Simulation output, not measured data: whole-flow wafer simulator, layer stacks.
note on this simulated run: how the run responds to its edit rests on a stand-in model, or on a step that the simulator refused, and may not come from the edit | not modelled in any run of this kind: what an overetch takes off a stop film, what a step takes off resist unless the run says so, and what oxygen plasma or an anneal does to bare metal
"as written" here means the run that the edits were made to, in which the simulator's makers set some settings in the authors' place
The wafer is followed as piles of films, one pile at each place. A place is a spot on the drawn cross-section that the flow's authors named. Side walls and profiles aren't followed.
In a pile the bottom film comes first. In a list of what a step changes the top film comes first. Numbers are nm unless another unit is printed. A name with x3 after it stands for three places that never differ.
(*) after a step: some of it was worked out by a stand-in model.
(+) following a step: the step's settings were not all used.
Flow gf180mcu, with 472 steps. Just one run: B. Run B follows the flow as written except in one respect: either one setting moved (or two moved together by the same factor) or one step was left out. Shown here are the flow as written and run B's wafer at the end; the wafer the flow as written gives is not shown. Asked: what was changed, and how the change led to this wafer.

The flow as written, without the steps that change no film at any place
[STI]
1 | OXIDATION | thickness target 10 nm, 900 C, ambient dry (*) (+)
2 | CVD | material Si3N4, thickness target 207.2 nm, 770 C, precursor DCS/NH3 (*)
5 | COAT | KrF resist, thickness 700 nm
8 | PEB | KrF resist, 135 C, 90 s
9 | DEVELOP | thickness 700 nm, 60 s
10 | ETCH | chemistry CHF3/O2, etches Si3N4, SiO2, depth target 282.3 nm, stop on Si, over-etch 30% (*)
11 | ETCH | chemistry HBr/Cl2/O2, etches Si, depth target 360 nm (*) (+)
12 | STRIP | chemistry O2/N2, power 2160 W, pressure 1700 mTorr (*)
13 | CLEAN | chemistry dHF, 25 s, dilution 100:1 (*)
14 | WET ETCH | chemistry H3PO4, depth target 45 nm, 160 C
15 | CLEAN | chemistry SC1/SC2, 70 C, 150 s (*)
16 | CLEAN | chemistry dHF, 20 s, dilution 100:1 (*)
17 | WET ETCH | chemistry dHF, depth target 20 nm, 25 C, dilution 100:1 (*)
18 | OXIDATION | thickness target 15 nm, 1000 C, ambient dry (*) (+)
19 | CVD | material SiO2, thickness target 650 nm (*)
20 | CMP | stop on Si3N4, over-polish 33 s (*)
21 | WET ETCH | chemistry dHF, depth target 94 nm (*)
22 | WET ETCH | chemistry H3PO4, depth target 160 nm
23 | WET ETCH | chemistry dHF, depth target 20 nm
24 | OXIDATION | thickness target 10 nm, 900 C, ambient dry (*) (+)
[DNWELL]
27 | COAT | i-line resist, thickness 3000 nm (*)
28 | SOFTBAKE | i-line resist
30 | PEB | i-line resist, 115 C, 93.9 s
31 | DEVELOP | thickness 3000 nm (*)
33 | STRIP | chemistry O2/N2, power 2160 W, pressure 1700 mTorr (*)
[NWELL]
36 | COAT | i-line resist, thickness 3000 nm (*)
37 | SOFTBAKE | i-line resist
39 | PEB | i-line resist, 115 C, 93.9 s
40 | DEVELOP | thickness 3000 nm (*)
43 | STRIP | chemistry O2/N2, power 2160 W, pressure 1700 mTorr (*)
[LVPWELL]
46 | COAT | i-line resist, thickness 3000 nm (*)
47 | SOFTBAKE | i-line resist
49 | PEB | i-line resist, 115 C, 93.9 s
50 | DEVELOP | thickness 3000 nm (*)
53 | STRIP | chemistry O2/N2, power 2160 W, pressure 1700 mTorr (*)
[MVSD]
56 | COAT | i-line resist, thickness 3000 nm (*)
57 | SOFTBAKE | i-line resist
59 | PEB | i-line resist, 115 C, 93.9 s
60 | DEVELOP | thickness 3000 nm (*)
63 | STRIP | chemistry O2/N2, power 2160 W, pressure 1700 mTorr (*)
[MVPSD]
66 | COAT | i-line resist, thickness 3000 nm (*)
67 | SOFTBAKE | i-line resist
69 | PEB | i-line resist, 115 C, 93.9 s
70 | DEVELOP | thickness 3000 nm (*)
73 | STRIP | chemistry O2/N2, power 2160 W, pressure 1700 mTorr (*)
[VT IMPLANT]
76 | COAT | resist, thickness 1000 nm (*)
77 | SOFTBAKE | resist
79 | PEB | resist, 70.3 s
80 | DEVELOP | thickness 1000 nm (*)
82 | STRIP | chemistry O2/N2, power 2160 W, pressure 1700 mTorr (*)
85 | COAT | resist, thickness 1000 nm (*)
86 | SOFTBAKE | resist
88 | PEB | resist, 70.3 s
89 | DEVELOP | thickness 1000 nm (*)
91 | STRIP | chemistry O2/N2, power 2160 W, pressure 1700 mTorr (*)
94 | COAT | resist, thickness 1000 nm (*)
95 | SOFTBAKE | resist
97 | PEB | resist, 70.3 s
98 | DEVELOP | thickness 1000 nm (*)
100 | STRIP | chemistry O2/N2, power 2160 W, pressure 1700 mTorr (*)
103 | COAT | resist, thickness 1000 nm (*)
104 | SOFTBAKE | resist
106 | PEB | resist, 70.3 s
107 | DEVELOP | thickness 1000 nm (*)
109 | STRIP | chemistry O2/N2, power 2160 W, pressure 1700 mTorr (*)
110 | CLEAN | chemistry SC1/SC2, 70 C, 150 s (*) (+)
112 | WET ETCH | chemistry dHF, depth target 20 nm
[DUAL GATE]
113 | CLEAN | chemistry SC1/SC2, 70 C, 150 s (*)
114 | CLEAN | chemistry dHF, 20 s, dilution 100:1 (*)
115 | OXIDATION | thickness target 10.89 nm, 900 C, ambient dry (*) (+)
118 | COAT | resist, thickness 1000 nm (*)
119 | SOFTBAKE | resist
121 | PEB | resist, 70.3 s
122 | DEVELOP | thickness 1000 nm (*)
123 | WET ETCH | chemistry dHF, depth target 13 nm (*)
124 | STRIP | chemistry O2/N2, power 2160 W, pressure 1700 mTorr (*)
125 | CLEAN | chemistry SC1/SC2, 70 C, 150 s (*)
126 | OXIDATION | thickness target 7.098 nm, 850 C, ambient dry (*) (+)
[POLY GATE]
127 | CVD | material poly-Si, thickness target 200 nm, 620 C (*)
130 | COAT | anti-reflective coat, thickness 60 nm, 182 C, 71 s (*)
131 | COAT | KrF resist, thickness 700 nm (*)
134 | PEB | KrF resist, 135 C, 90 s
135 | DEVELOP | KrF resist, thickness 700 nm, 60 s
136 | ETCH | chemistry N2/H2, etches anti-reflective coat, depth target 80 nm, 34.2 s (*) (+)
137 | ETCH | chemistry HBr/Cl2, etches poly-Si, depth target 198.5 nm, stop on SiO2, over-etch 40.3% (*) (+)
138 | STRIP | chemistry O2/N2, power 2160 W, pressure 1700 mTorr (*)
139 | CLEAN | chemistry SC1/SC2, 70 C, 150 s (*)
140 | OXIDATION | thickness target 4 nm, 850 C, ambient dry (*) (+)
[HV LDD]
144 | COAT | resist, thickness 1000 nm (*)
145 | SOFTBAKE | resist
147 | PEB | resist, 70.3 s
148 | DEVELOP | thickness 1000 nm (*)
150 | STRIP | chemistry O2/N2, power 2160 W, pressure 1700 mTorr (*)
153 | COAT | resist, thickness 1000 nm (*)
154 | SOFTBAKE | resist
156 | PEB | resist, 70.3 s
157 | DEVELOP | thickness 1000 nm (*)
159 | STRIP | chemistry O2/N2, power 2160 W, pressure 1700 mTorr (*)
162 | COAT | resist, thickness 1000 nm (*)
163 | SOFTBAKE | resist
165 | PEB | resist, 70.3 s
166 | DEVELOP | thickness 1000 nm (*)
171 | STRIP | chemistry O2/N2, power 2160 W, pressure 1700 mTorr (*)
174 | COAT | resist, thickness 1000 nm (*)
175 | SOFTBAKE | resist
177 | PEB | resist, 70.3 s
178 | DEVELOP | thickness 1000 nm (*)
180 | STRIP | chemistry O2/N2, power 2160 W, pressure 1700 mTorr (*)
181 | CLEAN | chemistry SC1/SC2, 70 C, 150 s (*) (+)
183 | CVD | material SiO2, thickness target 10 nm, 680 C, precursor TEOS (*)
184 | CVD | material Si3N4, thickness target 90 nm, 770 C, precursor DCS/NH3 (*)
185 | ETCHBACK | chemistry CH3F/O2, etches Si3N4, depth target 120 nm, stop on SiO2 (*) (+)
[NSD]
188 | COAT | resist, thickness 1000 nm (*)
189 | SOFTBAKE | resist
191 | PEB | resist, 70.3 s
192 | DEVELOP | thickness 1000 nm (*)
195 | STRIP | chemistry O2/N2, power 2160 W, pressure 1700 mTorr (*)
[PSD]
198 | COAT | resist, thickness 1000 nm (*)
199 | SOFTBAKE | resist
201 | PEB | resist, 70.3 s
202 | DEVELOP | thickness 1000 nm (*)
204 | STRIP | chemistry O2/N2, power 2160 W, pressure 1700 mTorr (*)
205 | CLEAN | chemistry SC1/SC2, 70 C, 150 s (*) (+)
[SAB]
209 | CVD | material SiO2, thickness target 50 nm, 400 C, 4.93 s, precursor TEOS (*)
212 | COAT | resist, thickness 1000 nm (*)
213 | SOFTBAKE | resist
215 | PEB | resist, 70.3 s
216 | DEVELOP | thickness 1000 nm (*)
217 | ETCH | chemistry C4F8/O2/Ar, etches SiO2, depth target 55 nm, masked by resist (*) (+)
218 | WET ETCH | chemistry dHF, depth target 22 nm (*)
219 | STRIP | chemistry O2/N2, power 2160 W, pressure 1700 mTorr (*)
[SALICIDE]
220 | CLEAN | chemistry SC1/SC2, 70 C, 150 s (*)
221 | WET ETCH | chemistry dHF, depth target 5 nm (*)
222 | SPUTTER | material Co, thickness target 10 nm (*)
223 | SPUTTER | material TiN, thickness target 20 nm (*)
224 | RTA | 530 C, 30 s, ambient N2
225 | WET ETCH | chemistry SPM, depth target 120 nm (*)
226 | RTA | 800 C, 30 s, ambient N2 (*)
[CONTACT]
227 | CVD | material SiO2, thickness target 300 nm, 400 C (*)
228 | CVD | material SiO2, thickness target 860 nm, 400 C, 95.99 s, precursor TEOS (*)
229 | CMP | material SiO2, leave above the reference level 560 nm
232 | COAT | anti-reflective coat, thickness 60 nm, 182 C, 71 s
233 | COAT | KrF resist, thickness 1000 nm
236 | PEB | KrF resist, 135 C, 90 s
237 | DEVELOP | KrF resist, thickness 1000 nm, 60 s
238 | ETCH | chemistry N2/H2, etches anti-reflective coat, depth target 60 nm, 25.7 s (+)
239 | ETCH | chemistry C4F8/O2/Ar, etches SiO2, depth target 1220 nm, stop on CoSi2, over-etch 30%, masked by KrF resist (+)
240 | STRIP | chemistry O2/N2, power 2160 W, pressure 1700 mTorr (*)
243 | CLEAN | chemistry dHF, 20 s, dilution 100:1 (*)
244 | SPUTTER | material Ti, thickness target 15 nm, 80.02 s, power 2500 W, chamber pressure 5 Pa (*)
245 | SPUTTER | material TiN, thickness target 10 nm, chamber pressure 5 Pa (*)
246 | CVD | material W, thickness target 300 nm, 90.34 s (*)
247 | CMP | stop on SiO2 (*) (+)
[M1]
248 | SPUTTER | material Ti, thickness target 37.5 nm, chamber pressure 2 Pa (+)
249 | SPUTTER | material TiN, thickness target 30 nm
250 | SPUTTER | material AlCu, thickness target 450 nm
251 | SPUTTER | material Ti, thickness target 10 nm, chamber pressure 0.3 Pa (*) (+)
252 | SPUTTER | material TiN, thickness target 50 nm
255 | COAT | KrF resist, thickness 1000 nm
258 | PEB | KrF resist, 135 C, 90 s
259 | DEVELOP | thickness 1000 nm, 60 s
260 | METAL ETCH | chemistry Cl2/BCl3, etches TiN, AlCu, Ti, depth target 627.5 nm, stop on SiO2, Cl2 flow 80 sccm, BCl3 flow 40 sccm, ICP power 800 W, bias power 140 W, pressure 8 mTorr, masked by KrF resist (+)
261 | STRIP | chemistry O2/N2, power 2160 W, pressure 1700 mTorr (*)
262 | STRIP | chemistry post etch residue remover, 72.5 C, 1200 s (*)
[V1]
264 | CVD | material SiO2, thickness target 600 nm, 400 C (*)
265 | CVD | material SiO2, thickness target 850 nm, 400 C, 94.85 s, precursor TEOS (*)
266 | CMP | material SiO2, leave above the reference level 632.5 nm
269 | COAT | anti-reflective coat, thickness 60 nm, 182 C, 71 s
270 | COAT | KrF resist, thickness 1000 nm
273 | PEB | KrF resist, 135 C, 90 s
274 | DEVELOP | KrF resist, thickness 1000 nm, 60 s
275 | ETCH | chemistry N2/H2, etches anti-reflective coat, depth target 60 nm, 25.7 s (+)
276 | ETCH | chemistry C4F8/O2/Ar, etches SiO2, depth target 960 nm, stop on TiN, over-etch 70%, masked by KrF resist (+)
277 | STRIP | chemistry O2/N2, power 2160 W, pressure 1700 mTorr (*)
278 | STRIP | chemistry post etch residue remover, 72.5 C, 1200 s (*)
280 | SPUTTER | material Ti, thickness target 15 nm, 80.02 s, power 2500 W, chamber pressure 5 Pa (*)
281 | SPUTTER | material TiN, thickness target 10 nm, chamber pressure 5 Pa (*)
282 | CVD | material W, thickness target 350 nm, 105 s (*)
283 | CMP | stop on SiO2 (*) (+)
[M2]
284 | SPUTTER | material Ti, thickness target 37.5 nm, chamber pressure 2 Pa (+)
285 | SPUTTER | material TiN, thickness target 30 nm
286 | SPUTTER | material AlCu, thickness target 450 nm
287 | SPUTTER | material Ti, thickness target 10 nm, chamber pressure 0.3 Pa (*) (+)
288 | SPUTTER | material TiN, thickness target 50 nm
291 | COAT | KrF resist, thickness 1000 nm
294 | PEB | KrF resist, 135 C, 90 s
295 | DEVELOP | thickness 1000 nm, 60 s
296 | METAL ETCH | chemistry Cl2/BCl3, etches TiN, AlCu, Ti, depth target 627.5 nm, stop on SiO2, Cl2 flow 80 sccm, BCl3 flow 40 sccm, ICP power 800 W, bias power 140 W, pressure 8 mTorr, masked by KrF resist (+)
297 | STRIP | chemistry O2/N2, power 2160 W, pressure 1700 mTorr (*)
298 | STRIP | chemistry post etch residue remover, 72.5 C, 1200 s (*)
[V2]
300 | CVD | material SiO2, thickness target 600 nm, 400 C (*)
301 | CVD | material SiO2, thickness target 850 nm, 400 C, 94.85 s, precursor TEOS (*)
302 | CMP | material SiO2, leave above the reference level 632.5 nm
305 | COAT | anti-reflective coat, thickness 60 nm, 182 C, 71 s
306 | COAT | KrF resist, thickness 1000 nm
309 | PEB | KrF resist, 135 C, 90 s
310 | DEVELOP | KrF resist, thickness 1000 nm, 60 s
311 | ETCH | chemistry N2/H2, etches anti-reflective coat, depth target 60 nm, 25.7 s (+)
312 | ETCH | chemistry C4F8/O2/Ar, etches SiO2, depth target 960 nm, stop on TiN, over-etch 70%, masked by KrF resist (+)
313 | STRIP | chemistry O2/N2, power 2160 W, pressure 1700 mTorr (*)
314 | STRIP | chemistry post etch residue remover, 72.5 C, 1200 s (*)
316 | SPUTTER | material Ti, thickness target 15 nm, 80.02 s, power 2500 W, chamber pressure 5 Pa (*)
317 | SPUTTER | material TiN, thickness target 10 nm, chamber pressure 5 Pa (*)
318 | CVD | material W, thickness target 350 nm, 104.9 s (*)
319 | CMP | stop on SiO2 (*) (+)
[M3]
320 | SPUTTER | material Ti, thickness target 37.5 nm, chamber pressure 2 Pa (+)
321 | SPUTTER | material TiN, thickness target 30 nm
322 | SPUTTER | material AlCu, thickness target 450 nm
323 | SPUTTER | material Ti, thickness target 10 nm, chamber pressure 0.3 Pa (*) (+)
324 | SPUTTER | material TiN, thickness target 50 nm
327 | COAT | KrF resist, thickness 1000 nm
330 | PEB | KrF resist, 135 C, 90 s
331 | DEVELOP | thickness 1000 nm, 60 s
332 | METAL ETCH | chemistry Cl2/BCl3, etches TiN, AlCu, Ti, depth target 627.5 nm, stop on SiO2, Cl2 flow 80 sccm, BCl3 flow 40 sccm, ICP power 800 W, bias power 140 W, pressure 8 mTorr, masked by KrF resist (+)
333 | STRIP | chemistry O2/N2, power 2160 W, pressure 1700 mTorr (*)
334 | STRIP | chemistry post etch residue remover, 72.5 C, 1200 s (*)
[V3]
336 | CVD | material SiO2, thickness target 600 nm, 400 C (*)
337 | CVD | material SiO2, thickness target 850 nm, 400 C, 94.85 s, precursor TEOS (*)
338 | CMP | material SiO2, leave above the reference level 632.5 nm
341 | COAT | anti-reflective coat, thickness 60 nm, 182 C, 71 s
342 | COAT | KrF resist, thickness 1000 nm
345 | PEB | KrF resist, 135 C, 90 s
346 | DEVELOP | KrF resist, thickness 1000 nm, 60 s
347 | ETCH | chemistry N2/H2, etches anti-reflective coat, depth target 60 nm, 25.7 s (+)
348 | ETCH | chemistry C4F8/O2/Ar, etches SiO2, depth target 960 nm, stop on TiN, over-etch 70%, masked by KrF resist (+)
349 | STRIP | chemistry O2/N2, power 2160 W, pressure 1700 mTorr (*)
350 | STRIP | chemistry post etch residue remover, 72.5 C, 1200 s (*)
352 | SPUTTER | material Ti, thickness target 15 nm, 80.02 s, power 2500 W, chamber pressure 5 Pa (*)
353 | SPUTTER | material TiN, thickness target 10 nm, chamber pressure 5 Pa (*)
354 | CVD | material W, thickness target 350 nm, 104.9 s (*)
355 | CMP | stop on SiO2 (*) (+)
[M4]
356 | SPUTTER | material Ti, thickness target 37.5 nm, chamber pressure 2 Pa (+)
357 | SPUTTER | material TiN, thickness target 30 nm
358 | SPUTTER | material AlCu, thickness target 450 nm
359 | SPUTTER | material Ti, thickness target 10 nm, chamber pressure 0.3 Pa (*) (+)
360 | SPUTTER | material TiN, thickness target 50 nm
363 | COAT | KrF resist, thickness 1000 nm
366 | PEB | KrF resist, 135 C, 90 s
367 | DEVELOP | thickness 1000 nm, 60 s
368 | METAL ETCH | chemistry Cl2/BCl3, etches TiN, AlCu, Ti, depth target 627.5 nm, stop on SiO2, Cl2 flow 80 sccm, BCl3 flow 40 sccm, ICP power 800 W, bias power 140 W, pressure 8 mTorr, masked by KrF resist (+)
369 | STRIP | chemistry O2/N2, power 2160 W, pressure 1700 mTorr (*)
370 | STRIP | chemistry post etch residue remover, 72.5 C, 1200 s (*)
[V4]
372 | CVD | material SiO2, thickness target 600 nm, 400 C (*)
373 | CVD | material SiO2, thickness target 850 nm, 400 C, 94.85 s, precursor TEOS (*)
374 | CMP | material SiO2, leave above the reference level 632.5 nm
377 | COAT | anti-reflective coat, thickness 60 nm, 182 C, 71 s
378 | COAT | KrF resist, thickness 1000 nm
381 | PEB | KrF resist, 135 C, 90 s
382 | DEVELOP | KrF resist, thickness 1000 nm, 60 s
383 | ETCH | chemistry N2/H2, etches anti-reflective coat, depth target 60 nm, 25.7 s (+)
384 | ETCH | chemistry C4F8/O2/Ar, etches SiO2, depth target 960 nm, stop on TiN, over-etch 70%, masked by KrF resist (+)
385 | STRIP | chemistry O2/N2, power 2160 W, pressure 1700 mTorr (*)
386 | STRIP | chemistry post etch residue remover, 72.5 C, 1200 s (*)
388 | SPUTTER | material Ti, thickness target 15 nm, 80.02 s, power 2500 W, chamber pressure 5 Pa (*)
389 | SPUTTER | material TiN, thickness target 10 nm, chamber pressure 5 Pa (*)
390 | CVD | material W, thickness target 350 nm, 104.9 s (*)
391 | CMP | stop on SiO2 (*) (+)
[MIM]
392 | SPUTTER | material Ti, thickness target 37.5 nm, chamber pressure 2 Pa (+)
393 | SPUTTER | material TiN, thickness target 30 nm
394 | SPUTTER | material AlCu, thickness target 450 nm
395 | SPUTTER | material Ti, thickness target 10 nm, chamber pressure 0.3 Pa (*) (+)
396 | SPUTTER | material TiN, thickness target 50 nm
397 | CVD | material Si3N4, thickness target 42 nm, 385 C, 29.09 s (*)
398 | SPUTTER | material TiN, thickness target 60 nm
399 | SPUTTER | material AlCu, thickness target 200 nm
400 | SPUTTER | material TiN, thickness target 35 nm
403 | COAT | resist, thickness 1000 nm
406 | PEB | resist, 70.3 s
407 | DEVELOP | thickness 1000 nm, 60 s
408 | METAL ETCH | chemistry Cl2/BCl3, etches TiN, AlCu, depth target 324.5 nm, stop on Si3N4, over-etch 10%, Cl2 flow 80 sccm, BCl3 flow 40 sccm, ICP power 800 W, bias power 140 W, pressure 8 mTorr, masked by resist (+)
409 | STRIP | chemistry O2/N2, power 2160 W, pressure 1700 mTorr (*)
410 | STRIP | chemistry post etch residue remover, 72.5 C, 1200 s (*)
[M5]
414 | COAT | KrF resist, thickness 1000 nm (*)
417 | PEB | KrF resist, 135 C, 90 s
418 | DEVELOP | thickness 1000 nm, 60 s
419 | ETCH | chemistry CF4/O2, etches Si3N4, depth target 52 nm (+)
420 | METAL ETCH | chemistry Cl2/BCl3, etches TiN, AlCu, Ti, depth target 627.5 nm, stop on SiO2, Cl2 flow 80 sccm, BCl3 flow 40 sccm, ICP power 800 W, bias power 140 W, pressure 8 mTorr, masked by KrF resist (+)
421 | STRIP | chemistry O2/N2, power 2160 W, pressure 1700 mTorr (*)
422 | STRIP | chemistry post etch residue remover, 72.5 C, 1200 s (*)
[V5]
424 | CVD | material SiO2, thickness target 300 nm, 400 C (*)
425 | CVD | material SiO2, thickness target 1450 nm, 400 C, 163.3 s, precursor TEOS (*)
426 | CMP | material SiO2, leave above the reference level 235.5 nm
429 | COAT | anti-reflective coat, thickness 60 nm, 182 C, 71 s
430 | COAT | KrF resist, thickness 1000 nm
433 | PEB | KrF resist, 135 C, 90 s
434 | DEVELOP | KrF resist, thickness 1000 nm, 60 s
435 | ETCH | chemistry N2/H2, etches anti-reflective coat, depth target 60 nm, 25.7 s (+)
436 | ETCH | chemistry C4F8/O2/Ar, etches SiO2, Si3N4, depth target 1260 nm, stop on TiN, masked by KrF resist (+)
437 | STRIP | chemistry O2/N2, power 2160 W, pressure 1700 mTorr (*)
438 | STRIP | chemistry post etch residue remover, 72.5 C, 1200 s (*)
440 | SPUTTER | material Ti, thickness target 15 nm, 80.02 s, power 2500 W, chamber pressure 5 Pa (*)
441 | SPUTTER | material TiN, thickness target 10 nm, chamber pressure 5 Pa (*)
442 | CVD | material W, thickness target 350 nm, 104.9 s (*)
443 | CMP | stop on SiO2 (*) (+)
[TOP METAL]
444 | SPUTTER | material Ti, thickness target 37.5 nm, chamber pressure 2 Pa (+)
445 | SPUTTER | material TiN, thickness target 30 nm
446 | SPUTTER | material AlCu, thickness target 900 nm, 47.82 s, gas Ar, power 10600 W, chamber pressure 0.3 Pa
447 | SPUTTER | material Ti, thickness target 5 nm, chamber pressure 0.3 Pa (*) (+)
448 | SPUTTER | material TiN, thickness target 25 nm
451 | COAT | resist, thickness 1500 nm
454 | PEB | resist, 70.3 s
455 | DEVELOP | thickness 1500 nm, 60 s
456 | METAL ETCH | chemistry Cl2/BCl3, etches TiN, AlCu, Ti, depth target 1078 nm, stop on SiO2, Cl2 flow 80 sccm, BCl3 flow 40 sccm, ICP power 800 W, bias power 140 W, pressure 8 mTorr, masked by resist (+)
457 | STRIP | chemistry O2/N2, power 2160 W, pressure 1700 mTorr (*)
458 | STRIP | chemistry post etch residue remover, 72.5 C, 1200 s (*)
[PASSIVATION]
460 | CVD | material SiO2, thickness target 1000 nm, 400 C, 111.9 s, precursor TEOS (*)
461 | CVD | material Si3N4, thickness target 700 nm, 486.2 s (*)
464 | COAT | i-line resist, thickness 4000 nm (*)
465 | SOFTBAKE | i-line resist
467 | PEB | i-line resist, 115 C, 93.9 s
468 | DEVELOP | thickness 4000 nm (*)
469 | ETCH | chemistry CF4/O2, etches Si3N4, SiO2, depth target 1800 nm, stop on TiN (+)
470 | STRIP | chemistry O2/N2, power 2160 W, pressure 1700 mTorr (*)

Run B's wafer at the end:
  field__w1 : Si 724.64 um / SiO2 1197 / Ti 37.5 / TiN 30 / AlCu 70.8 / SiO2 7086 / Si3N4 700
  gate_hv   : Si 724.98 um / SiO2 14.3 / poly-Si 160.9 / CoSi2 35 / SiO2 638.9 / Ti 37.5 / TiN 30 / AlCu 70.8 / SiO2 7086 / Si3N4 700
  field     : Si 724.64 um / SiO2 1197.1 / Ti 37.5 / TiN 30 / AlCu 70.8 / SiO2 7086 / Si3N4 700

The reason: step 250, SPUTTER: thickness target 644 nm was run, though the flow has thickness target 450 nm.

The path from the change to this, step by step:
  250 | SPUTTER | material AlCu, thickness target 450 nm
      field, field__w1, field__w2 and 108 more: +644 AlCu (new film) (it would be, as written: +450 AlCu (new film))
  260 | METAL ETCH | chemistry Cl2/BCl3, etches TiN, AlCu, Ti, depth target 627.5 nm, stop on SiO2, Cl2 flow 80 sccm, BCl3 flow 40 sccm, ICP power 800 W, bias power 140 W, pressure 8 mTorr, masked by KrF resist (+)
      field, field__w1, field__w2 and 99 more: -50 TiN (all of it), -10 Ti (all of it), -567.5 AlCu (it would be, as written: -50 TiN (all of it), -10 Ti (all of it), -450 AlCu (all of it), -30 TiN (all of it), -37.5 Ti (all of it))
  262 | STRIP | chemistry post etch residue remover, 72.5 C, 1200 s (*)
      field, field__w1, field__w2 and 99 more: -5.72 AlCu (it would be, as written: nothing)
  264 | CVD | material SiO2, thickness target 600 nm, 400 C (*)
      field, field__w1, field__w2 and 99 more: +600 SiO2 (new film) (it would be, as written: +600 SiO2)
  266 | CMP | material SiO2, leave above the reference level 632.5 nm
      field, field__w1, field__w2 and 99 more: -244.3 SiO2 (it would be, as written: -300 SiO2)
Taking metal films that touch as one body, field__w1 has 1 body; the flow as written gives 0 bodies.
Taking metal films that touch as one body, gate_hv has 2 bodies (between them, from the top down: SiO2 638.9); the flow as written gives 1 body.
Taking metal films that touch as one body, field has 1 body; the flow as written gives 0 bodies.
